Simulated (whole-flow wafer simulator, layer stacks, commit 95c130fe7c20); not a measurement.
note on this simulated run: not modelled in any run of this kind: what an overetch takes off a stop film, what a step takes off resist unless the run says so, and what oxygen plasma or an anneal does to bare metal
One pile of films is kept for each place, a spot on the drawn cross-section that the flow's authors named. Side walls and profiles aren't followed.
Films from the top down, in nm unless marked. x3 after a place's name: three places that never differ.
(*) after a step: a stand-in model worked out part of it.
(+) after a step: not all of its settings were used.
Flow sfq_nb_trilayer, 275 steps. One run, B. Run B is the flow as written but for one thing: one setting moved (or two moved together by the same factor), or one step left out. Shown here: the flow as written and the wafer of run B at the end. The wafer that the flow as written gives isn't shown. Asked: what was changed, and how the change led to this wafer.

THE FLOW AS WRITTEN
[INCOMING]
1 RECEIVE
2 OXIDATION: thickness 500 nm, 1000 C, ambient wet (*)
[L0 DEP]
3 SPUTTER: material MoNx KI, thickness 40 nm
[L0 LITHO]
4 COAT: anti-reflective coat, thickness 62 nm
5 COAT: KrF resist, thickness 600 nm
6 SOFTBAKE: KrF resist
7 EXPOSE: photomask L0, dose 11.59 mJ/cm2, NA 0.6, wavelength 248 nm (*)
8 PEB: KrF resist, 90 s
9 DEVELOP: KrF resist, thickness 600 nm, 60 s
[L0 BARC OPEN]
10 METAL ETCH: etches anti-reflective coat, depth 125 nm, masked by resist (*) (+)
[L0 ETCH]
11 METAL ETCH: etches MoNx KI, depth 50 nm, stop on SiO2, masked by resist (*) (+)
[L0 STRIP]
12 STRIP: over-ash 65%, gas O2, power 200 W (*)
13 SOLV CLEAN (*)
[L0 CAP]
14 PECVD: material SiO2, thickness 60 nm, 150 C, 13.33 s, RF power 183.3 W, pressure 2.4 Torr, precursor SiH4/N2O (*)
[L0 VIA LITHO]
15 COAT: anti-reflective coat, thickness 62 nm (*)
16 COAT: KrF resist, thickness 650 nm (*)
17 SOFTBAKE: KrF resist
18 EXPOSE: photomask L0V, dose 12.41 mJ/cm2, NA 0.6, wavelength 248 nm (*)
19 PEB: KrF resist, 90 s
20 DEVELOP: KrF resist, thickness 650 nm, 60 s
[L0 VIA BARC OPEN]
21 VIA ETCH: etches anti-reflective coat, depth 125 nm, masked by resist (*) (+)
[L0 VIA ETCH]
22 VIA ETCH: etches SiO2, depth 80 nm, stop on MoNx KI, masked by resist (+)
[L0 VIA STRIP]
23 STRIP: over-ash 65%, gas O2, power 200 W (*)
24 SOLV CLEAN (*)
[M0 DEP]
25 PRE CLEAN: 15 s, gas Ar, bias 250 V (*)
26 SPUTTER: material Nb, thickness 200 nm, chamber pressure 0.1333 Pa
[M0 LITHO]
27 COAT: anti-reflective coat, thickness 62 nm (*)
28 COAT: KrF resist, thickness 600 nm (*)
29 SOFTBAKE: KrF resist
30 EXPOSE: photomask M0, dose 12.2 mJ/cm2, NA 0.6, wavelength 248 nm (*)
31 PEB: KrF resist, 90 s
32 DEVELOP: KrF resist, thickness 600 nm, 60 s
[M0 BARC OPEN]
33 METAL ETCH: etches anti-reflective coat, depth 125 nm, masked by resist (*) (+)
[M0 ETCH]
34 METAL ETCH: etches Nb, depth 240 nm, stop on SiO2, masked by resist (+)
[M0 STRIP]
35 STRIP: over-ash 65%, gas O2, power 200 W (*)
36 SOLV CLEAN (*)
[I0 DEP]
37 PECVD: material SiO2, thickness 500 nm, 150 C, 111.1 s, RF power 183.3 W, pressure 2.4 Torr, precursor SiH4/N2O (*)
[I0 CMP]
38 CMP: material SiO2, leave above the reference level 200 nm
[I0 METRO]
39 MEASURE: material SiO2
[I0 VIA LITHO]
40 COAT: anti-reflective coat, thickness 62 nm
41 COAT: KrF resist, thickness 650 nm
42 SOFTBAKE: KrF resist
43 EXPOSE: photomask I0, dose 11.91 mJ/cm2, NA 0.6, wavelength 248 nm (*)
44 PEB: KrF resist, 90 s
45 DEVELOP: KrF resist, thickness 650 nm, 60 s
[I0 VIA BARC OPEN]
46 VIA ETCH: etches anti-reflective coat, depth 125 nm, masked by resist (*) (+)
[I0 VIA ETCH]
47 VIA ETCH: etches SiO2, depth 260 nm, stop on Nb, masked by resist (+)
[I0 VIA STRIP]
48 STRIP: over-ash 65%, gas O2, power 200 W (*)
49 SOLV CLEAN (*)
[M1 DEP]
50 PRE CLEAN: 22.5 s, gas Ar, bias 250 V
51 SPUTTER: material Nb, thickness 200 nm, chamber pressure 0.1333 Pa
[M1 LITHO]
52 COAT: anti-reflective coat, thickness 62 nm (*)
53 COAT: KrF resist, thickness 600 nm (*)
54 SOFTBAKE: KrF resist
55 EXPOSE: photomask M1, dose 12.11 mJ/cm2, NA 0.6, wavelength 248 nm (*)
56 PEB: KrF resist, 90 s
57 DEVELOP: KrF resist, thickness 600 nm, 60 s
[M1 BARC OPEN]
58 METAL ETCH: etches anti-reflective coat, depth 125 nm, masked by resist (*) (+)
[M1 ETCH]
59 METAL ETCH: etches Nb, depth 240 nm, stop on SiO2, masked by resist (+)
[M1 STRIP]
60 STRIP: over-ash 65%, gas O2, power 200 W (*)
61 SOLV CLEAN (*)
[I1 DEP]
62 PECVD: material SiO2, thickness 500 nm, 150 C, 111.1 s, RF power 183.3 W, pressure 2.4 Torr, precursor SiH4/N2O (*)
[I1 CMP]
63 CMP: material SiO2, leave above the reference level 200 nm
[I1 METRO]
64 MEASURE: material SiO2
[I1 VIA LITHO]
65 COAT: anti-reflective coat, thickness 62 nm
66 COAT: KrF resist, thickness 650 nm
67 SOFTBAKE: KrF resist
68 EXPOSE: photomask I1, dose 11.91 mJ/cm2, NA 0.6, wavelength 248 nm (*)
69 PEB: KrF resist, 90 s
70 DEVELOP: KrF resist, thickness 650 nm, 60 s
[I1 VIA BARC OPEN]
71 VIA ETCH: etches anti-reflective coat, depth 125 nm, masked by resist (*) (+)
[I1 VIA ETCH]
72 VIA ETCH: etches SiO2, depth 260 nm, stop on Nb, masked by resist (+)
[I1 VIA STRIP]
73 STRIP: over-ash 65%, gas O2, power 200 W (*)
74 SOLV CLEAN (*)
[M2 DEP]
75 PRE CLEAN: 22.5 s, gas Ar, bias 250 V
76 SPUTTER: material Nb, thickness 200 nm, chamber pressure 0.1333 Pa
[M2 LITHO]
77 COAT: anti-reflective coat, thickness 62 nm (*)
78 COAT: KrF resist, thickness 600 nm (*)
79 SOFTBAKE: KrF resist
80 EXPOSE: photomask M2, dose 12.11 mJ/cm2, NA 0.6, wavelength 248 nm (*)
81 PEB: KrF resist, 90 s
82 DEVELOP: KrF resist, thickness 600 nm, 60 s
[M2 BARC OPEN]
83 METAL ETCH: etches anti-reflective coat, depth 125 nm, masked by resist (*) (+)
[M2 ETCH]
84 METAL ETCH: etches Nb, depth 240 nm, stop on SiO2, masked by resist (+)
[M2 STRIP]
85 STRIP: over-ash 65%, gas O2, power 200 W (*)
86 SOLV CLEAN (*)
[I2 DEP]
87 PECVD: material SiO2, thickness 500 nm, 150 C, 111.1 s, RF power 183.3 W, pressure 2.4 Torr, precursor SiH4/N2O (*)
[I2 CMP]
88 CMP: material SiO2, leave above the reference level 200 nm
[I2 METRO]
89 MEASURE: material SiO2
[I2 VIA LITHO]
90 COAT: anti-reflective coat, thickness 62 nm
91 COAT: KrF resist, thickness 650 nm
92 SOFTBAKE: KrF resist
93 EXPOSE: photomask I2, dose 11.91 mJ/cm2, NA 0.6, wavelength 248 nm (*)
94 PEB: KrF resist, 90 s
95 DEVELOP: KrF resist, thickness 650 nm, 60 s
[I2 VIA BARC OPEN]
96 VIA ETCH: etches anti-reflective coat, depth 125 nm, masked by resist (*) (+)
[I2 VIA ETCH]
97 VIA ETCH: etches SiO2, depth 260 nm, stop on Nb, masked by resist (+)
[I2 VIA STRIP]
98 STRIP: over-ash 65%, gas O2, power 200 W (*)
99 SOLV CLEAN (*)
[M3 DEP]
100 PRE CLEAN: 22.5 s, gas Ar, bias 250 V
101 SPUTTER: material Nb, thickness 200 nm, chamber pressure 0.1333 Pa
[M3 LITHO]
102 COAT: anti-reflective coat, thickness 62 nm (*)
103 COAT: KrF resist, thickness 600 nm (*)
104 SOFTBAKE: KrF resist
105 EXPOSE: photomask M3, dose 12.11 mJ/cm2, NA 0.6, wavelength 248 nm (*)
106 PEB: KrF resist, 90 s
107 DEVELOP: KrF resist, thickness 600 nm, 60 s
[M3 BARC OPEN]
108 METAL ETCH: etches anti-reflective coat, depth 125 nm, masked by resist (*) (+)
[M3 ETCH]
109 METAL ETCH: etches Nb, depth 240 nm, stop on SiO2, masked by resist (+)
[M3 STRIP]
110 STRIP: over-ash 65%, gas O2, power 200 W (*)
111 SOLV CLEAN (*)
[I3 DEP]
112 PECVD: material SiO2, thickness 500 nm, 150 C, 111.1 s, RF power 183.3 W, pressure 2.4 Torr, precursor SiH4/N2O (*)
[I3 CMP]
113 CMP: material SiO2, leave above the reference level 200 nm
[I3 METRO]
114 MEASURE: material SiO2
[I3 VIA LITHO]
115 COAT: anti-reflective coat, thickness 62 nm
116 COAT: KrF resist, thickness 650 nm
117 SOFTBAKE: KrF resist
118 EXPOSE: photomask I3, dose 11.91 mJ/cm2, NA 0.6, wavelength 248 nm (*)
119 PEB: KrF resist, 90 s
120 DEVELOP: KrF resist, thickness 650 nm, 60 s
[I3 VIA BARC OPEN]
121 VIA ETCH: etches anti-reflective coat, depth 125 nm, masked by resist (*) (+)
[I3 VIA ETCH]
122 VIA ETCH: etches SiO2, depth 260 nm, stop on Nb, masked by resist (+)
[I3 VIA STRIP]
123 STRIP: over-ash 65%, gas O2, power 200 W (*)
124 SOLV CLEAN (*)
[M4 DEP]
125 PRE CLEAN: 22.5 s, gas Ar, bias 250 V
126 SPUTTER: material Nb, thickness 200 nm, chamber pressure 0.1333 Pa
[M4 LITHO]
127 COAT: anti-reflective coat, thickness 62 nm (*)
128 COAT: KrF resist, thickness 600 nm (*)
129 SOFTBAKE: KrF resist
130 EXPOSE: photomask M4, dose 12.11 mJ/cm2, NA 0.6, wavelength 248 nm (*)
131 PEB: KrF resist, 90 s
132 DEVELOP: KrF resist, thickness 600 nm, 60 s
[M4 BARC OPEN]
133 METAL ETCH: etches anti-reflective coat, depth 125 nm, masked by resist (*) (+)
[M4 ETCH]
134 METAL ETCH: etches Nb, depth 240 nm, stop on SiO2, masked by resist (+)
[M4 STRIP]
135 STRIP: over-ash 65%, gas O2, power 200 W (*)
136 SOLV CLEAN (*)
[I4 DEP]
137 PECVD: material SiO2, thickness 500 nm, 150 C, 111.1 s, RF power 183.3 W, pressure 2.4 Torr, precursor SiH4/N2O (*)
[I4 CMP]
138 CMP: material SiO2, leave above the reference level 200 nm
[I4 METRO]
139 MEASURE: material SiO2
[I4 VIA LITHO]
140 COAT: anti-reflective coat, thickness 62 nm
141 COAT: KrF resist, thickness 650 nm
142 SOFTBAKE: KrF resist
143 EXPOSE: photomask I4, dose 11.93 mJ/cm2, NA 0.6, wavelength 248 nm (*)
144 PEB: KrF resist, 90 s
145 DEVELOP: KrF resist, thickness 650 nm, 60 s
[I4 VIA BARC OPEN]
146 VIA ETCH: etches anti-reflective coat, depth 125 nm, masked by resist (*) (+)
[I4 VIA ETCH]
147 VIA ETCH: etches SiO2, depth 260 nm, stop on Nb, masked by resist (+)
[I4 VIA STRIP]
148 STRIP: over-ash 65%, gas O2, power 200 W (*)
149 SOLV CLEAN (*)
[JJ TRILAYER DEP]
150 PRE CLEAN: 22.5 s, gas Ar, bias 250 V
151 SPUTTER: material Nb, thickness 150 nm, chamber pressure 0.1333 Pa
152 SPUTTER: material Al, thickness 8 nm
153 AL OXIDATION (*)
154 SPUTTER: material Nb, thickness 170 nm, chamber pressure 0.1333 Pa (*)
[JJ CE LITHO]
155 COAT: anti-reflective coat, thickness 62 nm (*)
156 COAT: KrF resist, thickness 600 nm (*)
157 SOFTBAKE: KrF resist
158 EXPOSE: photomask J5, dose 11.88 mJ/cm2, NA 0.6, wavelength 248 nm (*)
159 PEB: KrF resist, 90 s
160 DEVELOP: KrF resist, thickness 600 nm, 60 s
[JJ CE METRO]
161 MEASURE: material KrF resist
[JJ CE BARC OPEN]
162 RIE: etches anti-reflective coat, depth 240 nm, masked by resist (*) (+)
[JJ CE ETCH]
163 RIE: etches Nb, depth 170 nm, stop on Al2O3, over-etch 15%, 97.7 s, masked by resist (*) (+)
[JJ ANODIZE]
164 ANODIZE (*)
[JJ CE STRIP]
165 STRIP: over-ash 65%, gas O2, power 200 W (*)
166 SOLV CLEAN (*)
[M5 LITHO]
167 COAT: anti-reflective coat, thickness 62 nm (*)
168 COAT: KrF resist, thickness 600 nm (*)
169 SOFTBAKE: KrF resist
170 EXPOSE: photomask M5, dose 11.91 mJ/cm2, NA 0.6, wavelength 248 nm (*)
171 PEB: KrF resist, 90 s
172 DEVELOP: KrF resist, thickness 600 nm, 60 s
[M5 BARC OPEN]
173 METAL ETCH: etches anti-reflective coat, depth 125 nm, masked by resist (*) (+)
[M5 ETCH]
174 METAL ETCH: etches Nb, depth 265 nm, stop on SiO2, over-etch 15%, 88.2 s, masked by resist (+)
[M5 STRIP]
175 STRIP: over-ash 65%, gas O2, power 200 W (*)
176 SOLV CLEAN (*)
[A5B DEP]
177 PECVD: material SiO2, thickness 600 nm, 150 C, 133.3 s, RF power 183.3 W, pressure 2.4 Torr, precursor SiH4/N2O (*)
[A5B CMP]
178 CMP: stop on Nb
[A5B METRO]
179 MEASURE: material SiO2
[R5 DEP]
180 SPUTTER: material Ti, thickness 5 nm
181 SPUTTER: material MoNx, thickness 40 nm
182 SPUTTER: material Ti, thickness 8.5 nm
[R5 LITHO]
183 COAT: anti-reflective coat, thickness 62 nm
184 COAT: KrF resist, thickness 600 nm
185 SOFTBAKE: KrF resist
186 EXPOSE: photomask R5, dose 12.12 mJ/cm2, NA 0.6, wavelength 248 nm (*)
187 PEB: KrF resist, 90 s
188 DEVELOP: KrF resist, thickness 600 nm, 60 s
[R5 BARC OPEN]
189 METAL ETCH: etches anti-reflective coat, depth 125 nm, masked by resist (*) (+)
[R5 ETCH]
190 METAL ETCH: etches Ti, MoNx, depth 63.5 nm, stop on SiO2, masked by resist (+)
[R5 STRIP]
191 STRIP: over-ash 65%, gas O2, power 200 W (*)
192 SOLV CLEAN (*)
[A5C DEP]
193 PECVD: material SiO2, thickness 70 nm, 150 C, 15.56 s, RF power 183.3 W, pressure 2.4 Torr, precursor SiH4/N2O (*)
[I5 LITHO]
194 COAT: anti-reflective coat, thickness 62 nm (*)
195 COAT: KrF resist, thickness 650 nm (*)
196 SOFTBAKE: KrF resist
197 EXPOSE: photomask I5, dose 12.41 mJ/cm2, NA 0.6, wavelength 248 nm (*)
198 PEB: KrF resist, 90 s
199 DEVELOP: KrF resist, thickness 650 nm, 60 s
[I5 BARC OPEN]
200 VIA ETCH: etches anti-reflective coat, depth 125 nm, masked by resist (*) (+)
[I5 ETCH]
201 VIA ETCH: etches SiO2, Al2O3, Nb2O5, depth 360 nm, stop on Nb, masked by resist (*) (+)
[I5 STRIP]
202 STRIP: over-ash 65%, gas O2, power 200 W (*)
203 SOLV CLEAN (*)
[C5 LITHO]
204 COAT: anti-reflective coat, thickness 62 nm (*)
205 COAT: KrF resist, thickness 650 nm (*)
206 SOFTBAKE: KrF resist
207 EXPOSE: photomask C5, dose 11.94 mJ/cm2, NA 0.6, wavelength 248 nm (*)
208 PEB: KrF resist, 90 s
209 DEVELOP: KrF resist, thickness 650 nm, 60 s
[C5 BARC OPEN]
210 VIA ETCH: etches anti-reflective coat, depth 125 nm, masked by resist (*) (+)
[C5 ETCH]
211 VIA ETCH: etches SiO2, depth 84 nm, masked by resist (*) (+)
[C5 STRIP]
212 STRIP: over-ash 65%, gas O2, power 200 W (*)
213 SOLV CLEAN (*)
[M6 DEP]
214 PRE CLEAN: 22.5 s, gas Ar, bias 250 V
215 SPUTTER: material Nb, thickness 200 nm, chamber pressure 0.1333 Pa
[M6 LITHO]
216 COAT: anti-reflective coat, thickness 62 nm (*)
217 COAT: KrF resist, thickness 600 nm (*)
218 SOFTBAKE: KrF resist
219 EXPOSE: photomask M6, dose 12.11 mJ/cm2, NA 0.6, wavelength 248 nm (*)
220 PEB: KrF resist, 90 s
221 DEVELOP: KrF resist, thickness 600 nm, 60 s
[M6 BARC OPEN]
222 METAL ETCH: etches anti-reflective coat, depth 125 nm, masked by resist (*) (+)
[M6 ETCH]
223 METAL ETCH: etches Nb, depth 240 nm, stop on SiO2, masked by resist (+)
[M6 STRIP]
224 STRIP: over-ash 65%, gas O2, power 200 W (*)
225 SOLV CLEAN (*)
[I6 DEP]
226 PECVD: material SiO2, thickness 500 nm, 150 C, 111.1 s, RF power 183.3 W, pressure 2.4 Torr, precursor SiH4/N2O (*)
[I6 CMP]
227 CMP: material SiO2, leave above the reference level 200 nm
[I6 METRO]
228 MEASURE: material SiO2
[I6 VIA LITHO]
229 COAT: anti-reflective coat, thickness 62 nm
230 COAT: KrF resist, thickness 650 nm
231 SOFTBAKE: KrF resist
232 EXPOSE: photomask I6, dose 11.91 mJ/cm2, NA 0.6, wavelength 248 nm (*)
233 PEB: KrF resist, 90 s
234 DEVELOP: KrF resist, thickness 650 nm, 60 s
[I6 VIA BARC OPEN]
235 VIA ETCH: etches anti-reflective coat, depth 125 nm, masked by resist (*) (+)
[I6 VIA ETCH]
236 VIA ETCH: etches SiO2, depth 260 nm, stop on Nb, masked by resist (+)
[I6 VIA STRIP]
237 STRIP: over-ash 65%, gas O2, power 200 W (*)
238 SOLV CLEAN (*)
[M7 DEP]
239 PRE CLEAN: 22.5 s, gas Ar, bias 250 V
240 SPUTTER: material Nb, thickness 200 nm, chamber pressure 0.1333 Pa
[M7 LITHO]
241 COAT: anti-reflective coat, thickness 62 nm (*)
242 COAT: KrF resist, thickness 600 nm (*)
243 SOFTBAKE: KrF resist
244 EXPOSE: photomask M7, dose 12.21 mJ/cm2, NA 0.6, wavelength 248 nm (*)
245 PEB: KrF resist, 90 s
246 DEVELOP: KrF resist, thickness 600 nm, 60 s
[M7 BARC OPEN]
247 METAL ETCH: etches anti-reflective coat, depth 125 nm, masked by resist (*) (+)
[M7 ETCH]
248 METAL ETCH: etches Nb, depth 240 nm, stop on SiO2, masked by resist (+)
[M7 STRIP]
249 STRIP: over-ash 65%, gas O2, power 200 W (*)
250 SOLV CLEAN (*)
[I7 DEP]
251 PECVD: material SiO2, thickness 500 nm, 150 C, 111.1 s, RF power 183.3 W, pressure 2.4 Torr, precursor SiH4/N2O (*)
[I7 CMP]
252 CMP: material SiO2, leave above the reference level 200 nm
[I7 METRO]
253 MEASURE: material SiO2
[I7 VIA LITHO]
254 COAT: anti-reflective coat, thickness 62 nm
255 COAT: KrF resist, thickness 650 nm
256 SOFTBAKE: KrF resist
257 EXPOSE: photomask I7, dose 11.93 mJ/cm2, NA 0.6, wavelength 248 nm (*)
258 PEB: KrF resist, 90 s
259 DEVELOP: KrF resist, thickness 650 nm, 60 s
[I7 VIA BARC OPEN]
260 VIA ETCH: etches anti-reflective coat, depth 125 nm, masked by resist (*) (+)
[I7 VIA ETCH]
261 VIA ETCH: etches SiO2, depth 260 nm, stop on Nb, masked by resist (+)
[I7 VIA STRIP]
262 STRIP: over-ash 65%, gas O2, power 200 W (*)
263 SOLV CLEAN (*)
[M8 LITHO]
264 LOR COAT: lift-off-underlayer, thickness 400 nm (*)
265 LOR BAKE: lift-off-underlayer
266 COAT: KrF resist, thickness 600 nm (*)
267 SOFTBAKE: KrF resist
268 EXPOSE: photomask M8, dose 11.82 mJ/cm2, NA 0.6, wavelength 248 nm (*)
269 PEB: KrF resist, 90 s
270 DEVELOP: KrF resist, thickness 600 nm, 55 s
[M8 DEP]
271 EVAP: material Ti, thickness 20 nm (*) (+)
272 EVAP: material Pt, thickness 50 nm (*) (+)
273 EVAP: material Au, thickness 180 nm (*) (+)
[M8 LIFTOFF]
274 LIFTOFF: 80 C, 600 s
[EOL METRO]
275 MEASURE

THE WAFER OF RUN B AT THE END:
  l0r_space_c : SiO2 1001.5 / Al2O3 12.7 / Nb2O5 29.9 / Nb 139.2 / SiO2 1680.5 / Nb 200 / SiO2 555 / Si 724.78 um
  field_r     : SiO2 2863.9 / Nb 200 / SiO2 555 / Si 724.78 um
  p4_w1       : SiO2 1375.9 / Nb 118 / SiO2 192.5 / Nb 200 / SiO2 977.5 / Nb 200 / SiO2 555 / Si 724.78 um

The cause: step 126, SPUTTER: thickness 118 nm was run, where the flow has thickness 200 nm.
It can be read off the wafer: p4_w1 has Nb 118, and step 126 as written asks for 200 nm.

How the change led to this, step by step:
  126 SPUTTER: material Nb, thickness 200 nm, chamber pressure 0.1333 Pa
      field_l, v_sur, via_wl and 102 more: Nb +118 (new film) (as written it would be: Nb +200 (new film))
      via_v: Nb +97.3 (as written it would be: Nb +165.5)
  127 COAT: anti-reflective coat, thickness 62 nm (*)
      via_v: anti-reflective coat +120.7 (new film) (as written it would be: anti-reflective coat +124.8 (new film))
  134 METAL ETCH: etches Nb, depth 240 nm, stop on SiO2, masked by resist (+)
      field_l, be, be_sur and 64 more: Nb -118 (all of it) (as written it would be: Nb -200 (all of it))
      v_sur, via_wl, via_w and 36 more: KrF resist -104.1 (as written it would be: KrF resist -141.2)
  135 STRIP: over-ash 65%, gas O2, power 200 W (*)
      p4_fl, p4_fm, p4_w1 and 26 more: KrF resist -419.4 (all of it), anti-reflective coat -62 (all of it) (as written it would be: KrF resist -382.4 (all of it), anti-reflective coat -62 (all of it))
      ln_m5, lsp_m, ln_m6: KrF resist -419 (all of it), anti-reflective coat -61.8 (all of it) (as written it would be: KrF resist -381.9 (all of it), anti-reflective coat -61.8 (all of it))
      (and at 7 more places)
  137 PECVD: material SiO2, thickness 500 nm, 150 C, 111.1 s, RF power 183.3 W, pressure 2.4 Torr, precursor SiH4/N2O (*)
      p3_s0, p3_s1, p3_s2, p3_s3, p3_s4, p3_s5: SiO2 +500 (as written it would be: SiO2 +557.1)
      via_v: SiO2 +592.7 (new film) (as written it would be: SiO2 +615 (new film))
  138 CMP: material SiO2, leave above the reference level 200 nm
      field_l, be, be_sur and 55 more: SiO2 -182 (as written it would be: SiO2 -100)
      p3_s0, p3_s1, p3_s2, p3_s3, p3_s4, p3_s5: SiO2 -182 (as written it would be: SiO2 -157.1)
      (and at 4 more places)
